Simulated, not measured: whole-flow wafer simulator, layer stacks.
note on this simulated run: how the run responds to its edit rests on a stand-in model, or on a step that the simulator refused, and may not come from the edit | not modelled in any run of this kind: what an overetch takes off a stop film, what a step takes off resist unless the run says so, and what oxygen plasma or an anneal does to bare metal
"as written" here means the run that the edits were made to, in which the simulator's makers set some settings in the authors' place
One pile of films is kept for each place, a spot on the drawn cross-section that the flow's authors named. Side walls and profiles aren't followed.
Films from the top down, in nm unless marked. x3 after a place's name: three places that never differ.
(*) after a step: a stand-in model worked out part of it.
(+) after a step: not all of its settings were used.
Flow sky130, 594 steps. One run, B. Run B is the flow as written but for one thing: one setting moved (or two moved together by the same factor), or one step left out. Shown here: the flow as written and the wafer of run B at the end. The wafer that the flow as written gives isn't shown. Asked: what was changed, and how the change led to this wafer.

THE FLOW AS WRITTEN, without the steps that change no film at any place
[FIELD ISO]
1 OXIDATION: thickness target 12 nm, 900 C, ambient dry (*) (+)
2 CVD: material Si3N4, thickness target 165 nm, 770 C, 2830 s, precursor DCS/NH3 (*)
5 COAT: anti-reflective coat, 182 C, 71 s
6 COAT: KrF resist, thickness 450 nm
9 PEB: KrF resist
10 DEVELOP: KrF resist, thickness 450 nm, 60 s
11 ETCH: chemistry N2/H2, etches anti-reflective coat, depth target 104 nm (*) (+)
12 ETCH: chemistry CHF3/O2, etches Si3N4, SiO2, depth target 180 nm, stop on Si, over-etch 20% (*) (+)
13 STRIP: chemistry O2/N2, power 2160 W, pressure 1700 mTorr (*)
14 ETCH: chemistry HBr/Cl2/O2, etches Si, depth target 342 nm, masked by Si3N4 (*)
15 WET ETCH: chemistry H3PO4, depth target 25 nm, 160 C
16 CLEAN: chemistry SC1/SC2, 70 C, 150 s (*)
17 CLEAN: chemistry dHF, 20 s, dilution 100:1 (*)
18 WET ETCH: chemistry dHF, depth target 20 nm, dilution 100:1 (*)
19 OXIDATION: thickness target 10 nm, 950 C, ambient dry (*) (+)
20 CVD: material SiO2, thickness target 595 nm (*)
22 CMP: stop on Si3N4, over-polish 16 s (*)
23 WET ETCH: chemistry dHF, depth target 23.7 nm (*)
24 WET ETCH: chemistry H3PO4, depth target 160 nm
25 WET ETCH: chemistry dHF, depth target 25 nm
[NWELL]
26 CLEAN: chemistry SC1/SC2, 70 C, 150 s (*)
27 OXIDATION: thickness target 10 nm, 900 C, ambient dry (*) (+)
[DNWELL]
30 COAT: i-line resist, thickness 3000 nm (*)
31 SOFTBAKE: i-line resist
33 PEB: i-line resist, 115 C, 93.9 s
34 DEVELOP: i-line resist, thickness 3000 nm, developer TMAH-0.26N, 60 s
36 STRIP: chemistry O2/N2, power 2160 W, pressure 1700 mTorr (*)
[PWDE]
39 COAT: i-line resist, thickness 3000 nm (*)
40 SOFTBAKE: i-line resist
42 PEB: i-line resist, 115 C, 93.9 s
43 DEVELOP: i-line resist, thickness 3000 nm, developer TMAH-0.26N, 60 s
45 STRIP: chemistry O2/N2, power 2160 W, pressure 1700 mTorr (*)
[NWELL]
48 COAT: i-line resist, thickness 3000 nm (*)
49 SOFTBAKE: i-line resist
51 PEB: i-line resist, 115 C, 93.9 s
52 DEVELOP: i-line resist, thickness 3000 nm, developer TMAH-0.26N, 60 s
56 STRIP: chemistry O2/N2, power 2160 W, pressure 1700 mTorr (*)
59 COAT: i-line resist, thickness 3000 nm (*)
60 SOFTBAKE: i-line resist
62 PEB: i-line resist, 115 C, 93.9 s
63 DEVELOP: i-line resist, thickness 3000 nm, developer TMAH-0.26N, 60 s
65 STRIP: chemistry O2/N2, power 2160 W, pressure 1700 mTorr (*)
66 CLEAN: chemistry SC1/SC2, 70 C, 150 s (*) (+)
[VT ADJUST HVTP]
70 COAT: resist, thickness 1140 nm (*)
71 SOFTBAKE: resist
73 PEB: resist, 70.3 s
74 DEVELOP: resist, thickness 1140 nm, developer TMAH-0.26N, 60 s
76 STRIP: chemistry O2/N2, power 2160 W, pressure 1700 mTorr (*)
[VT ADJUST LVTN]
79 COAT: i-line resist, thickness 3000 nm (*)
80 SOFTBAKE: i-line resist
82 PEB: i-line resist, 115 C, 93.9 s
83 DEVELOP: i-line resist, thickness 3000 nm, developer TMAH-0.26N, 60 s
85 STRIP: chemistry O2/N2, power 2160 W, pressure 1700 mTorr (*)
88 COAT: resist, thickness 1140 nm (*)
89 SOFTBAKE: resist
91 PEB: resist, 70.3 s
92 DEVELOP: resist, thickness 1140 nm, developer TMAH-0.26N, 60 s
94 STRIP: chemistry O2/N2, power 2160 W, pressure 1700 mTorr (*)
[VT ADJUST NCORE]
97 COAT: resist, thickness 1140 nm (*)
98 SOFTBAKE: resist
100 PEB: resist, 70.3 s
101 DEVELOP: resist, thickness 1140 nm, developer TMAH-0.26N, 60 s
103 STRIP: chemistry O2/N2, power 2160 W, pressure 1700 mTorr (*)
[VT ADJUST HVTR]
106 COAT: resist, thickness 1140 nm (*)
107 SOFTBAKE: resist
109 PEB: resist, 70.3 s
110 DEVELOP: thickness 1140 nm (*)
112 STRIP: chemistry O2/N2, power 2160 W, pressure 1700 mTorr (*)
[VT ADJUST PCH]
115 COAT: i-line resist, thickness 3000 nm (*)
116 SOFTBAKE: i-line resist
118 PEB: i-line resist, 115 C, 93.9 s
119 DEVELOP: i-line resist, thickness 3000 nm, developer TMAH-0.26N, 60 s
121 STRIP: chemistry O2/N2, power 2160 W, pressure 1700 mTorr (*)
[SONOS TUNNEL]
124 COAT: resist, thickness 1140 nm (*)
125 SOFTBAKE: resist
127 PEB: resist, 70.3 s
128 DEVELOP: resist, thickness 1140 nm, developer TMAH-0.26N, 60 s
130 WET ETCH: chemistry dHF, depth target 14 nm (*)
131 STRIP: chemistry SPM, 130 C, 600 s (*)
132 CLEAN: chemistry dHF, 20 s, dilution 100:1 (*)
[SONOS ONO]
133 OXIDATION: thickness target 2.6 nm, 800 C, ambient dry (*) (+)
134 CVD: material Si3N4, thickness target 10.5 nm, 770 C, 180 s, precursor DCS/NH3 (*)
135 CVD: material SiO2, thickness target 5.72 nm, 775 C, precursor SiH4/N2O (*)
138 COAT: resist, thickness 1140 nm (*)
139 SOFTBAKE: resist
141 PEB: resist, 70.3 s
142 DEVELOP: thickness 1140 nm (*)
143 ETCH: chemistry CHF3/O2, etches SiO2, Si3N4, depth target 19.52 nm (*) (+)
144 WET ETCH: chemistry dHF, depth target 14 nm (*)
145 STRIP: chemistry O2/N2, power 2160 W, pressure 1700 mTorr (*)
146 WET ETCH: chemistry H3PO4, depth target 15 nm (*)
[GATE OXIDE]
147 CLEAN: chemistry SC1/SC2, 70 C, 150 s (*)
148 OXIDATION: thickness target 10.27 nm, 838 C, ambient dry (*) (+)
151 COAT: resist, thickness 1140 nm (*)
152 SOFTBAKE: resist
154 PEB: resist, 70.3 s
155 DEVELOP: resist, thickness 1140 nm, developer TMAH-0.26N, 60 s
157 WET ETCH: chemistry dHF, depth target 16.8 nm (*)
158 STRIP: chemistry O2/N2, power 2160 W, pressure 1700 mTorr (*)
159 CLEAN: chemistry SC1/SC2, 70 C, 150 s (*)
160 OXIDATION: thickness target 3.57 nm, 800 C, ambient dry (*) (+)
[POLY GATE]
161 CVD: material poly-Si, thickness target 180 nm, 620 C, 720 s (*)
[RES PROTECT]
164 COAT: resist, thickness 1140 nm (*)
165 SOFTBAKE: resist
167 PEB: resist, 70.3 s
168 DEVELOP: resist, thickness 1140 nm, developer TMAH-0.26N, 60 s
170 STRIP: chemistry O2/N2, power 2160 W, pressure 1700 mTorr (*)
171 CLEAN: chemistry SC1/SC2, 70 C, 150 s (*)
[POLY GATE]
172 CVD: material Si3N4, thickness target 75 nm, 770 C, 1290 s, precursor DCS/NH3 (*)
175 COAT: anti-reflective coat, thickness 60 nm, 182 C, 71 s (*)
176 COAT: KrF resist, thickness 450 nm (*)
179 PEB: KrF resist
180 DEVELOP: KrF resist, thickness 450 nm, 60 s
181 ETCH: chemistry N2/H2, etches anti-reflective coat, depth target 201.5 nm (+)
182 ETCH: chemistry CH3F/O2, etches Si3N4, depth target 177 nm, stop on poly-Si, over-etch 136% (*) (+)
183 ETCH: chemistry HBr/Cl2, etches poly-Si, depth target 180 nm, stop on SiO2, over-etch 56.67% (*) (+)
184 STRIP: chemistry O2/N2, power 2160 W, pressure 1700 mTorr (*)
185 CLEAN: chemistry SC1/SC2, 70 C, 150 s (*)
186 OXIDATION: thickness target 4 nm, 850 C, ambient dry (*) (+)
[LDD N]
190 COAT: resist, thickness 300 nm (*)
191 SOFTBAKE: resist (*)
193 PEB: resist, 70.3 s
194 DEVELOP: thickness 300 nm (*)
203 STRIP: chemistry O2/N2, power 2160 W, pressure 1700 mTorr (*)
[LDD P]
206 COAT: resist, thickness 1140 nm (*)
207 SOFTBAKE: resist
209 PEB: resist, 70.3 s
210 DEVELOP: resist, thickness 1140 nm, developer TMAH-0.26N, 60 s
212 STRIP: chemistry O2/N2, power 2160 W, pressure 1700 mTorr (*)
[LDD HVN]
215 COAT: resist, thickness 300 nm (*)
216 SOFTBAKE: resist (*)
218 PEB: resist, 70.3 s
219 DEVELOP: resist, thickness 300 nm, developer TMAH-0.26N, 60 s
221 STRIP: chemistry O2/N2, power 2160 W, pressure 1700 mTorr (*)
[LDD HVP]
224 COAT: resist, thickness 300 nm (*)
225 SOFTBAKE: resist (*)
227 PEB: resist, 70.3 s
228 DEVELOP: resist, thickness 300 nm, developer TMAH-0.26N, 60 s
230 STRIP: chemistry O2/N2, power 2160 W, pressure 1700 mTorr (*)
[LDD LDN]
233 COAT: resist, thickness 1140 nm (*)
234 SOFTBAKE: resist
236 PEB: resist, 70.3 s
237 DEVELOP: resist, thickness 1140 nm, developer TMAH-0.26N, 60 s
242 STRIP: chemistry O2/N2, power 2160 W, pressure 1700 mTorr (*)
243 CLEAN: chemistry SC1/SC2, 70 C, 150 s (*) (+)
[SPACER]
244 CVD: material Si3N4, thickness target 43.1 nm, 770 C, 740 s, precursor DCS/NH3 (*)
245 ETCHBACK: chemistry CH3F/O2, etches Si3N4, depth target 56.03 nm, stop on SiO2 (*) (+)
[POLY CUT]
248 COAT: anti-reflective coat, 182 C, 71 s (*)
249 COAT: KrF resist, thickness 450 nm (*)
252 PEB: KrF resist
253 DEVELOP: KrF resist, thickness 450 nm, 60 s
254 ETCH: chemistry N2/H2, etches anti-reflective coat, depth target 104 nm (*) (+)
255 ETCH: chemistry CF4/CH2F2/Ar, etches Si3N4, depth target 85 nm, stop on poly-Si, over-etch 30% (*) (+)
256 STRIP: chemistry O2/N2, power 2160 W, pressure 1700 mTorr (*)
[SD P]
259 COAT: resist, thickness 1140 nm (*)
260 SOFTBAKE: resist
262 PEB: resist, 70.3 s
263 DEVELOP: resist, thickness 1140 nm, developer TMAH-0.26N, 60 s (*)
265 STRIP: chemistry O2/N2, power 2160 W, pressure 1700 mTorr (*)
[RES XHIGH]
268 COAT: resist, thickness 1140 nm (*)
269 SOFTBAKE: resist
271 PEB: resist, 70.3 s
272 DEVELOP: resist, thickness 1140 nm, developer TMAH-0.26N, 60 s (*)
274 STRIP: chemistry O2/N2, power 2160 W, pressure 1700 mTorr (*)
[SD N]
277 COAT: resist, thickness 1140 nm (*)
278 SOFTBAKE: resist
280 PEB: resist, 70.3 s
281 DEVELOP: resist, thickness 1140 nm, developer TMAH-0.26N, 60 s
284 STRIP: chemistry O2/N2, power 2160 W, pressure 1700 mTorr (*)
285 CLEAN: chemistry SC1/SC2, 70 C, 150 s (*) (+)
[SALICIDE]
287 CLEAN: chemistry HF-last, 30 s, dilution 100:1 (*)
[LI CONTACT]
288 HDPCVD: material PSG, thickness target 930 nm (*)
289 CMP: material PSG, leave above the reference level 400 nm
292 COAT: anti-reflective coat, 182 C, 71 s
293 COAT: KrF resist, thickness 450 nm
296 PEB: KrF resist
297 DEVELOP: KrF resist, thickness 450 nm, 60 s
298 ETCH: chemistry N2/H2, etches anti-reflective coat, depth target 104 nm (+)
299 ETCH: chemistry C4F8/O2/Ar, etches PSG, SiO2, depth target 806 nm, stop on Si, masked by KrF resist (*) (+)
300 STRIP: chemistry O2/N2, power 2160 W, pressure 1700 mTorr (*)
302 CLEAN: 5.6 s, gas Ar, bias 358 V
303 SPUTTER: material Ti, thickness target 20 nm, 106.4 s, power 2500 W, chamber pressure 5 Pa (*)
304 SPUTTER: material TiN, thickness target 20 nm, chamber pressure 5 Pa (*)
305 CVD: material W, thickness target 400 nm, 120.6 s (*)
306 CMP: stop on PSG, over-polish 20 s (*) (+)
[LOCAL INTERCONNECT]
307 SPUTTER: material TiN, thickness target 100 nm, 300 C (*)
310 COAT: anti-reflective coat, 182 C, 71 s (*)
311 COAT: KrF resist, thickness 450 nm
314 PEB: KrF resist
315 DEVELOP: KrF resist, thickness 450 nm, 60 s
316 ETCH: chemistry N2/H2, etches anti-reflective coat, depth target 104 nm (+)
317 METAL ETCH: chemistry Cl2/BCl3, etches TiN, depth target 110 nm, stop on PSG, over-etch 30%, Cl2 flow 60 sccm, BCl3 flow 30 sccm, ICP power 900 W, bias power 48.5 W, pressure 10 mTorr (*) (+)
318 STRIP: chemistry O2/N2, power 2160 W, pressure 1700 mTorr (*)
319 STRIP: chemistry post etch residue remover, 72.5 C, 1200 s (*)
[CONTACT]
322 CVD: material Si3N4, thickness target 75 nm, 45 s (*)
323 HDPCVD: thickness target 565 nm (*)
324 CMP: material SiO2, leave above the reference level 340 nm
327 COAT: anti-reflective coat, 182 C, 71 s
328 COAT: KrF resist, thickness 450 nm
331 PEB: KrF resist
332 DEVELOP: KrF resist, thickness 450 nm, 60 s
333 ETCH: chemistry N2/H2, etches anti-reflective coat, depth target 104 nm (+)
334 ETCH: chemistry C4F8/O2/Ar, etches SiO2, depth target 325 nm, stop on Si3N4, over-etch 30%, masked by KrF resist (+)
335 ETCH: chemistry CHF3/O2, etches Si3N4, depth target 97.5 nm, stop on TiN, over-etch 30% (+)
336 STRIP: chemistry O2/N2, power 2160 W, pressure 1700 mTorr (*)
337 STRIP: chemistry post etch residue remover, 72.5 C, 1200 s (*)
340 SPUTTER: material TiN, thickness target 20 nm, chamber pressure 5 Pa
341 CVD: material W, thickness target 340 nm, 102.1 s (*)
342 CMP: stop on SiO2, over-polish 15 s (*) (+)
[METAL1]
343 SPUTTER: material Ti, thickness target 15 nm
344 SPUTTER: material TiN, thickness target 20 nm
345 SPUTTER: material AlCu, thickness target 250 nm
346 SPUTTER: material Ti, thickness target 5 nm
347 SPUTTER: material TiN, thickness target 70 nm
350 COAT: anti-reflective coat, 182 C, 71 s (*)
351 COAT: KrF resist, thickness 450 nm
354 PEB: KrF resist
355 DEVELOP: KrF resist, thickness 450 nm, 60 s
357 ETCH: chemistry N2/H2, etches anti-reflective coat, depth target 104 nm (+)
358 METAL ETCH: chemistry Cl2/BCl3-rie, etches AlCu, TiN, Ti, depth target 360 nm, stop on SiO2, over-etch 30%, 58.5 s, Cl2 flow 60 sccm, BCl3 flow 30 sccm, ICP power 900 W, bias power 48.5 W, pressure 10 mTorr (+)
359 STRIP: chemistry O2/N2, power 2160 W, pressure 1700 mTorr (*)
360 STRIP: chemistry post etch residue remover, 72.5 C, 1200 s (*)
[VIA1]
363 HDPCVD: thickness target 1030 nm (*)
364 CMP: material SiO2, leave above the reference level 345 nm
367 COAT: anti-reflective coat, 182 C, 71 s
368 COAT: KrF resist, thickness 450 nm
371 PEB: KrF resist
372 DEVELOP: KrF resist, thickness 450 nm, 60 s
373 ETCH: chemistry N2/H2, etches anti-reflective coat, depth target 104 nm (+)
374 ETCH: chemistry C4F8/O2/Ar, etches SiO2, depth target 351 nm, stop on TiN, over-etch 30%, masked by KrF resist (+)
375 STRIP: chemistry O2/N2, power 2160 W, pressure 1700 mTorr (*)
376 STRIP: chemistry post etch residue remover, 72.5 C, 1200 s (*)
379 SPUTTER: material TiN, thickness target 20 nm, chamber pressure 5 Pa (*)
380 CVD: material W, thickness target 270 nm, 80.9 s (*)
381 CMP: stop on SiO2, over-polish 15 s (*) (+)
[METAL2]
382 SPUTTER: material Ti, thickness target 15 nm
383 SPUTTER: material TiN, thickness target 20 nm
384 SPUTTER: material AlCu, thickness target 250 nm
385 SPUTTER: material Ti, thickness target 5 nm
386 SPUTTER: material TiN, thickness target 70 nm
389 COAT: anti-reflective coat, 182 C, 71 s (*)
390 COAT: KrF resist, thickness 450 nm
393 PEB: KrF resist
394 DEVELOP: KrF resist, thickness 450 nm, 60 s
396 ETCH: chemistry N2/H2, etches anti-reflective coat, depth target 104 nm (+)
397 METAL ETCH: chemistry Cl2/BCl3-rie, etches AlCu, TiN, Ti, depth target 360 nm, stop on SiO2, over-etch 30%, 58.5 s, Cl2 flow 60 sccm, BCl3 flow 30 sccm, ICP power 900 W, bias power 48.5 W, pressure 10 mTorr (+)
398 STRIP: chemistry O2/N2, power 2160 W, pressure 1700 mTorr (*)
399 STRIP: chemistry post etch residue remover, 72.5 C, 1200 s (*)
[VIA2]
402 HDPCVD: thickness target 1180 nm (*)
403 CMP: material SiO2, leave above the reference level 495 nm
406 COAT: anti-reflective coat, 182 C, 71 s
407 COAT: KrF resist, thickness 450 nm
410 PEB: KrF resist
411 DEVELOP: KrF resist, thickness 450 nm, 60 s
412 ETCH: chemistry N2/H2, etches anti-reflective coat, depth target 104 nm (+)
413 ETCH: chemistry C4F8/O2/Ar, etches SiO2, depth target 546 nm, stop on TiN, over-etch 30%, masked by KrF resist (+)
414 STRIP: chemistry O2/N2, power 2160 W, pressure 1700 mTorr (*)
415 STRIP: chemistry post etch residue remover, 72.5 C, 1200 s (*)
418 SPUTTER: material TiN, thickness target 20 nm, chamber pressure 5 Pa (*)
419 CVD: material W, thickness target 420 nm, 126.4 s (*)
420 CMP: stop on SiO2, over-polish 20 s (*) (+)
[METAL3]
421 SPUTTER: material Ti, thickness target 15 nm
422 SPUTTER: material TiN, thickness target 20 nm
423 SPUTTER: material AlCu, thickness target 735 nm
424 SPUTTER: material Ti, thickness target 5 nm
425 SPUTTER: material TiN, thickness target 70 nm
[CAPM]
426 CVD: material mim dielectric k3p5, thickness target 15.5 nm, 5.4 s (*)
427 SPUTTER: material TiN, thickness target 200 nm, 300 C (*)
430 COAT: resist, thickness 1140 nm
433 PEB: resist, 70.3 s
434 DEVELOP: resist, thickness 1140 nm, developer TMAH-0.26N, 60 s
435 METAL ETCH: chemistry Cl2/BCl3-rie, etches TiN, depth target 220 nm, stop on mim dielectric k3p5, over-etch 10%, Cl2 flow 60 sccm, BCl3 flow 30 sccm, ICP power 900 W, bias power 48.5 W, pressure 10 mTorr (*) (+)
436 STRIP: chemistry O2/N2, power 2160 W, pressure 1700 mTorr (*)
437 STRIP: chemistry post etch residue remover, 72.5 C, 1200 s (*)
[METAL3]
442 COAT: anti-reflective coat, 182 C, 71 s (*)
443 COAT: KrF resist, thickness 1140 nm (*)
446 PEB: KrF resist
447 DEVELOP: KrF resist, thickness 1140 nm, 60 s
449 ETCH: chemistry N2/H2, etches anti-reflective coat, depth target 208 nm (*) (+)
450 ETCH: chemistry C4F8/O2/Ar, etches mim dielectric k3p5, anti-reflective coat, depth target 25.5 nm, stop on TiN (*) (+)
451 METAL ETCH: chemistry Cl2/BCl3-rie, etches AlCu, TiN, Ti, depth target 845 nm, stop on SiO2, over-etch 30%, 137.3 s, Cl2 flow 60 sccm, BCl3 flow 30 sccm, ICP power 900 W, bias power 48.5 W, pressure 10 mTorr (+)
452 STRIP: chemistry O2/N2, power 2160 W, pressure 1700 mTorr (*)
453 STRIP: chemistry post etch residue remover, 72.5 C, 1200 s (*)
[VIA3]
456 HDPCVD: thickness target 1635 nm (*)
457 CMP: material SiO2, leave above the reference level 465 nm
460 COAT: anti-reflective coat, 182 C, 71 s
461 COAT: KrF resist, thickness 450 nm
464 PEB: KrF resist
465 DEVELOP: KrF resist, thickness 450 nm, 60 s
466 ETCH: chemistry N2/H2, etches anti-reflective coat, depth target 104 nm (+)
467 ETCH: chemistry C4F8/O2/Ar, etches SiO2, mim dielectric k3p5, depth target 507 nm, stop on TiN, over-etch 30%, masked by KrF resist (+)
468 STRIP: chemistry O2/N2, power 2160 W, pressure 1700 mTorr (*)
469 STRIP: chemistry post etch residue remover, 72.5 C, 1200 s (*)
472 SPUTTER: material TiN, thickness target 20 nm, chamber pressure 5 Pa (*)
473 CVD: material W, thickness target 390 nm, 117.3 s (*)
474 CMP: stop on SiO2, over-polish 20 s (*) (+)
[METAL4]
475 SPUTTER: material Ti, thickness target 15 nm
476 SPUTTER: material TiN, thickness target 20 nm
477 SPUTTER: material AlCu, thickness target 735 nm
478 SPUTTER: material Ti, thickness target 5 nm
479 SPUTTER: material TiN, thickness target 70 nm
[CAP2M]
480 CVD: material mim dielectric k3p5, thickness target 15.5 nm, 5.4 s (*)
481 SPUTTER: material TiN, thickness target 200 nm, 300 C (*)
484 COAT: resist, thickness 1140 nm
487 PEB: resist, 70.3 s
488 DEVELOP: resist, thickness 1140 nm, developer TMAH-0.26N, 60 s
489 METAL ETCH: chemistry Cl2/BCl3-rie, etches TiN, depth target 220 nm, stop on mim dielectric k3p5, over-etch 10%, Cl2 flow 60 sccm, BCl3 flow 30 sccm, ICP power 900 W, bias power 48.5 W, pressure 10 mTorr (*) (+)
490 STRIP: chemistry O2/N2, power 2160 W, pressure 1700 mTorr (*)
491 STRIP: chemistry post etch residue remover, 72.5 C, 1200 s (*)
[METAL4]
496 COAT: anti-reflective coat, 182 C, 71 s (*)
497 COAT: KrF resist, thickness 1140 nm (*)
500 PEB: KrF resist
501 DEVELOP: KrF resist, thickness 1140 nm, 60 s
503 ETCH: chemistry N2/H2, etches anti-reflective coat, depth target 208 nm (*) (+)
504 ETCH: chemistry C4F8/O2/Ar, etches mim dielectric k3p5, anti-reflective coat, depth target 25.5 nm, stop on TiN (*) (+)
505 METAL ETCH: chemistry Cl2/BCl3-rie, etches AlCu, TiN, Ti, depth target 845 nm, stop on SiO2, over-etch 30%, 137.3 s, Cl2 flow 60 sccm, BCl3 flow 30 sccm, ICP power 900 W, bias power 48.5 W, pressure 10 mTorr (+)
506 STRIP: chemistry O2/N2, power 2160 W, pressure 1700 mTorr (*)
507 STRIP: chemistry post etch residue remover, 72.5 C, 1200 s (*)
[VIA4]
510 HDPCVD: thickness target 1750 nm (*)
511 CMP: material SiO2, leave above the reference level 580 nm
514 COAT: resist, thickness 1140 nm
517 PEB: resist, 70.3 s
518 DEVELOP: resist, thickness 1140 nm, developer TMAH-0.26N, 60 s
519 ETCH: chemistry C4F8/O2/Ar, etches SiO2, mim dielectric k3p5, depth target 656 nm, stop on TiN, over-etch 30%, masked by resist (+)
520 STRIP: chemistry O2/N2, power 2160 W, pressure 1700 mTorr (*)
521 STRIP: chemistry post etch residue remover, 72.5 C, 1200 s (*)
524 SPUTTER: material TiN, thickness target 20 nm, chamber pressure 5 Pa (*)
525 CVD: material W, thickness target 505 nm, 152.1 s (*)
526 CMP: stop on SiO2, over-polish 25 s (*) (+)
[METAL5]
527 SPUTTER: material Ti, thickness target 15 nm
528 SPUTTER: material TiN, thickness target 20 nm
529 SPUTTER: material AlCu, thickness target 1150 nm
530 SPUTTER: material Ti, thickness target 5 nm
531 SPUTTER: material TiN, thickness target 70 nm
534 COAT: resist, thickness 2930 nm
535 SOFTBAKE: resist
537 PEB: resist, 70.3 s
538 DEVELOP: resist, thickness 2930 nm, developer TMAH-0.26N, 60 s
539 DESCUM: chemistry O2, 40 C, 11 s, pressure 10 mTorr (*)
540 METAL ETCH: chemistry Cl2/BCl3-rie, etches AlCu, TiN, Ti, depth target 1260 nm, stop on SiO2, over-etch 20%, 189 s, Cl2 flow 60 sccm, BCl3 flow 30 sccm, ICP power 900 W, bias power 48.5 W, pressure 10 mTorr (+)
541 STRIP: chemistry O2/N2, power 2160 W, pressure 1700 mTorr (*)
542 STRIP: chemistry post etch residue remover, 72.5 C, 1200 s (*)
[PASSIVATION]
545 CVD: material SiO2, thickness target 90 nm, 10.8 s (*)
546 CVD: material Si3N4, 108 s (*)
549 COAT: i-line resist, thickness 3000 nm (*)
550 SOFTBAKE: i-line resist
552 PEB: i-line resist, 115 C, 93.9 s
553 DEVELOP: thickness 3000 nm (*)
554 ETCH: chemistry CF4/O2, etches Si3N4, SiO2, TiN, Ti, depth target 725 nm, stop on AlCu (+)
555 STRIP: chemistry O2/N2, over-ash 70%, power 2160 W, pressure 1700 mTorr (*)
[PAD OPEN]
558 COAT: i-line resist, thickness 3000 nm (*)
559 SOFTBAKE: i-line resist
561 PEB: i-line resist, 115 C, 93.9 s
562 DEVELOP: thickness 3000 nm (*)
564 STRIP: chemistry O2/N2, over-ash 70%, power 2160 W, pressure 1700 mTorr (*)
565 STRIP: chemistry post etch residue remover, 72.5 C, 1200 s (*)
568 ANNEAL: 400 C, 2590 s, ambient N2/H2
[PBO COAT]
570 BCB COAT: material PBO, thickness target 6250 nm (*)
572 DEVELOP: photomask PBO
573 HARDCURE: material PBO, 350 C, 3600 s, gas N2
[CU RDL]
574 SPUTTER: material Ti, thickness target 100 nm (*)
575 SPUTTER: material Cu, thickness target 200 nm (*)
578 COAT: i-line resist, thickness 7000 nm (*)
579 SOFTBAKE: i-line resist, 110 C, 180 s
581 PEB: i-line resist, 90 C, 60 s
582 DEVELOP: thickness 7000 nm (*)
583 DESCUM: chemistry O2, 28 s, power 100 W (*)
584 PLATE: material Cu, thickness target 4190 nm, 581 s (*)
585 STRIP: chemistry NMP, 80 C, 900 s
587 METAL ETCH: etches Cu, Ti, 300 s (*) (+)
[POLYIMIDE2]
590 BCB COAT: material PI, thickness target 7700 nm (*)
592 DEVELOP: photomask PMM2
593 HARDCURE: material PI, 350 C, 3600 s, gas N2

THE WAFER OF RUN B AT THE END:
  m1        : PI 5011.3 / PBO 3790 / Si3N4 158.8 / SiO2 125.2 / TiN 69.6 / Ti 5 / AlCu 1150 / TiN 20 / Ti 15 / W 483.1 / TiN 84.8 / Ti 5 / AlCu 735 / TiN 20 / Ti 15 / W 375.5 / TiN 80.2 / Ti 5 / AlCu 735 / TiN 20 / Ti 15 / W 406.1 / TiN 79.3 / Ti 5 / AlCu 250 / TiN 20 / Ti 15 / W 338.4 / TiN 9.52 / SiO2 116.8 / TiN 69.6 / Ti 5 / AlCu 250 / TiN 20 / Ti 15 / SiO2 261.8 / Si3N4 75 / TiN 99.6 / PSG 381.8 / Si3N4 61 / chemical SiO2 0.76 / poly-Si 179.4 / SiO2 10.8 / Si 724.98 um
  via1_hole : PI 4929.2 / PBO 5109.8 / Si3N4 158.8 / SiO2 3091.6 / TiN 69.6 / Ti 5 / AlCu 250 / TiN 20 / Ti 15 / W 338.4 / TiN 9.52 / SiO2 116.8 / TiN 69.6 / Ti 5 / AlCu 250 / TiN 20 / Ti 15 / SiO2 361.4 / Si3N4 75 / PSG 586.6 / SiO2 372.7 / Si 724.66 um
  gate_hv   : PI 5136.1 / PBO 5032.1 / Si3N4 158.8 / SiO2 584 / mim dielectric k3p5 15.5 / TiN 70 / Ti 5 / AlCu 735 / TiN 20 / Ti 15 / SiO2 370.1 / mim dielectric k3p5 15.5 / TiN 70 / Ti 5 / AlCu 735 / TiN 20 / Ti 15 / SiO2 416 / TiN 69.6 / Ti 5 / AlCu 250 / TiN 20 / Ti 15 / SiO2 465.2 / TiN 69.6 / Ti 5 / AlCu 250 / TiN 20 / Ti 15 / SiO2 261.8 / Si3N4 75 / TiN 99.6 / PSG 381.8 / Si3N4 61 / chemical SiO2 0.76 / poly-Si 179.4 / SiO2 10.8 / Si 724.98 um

The cause: step 364, CMP: leave above the reference level 543 nm was run, where the flow has leave above the reference level 345 nm.

How the change led to this, step by step:
  364 CMP: material SiO2, leave above the reference level 345 nm
      n_well, p_well, gate_hv and 100 more: SiO2 -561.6 (as written it would be: SiO2 -759.6)
      field, active, gate and 81 more: SiO2 -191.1 (as written it would be: SiO2 -389.1)
      (and at 4 more places)
  374 ETCH: chemistry C4F8/O2/Ar, etches SiO2, depth target 351 nm, stop on TiN, over-etch 30%, masked by KrF resist (+)
      m1, via1_hole: SiO2 -351 (as written it would be: SiO2 -269.8 (all of it))
  379 SPUTTER: material TiN, thickness target 20 nm, chamber pressure 5 Pa (*)
      m1: TiN +9.52 (new film) (as written it would be: TiN +11)
      via1_hole: TiN +9.52 (new film) (as written it would be: TiN +10.9)
  380 CVD: material W, thickness target 270 nm, 80.9 s (*)
      m1, via1_hole: W +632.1 (new film) (as written it would be: W +549.9 (new film))
Counting metal films that touch as one body, m1 has 3 bodies (between them, from the top down: SiO2 116.8; SiO2 261.8 / Si3N4 75); the flow as written gives 2 bodies (between them, from the top down: SiO2 261.8 / Si3N4 75).
Counting metal films that touch as one body, via1_hole has 2 bodies (between them, from the top down: SiO2 116.8); the flow as written gives 1 body.
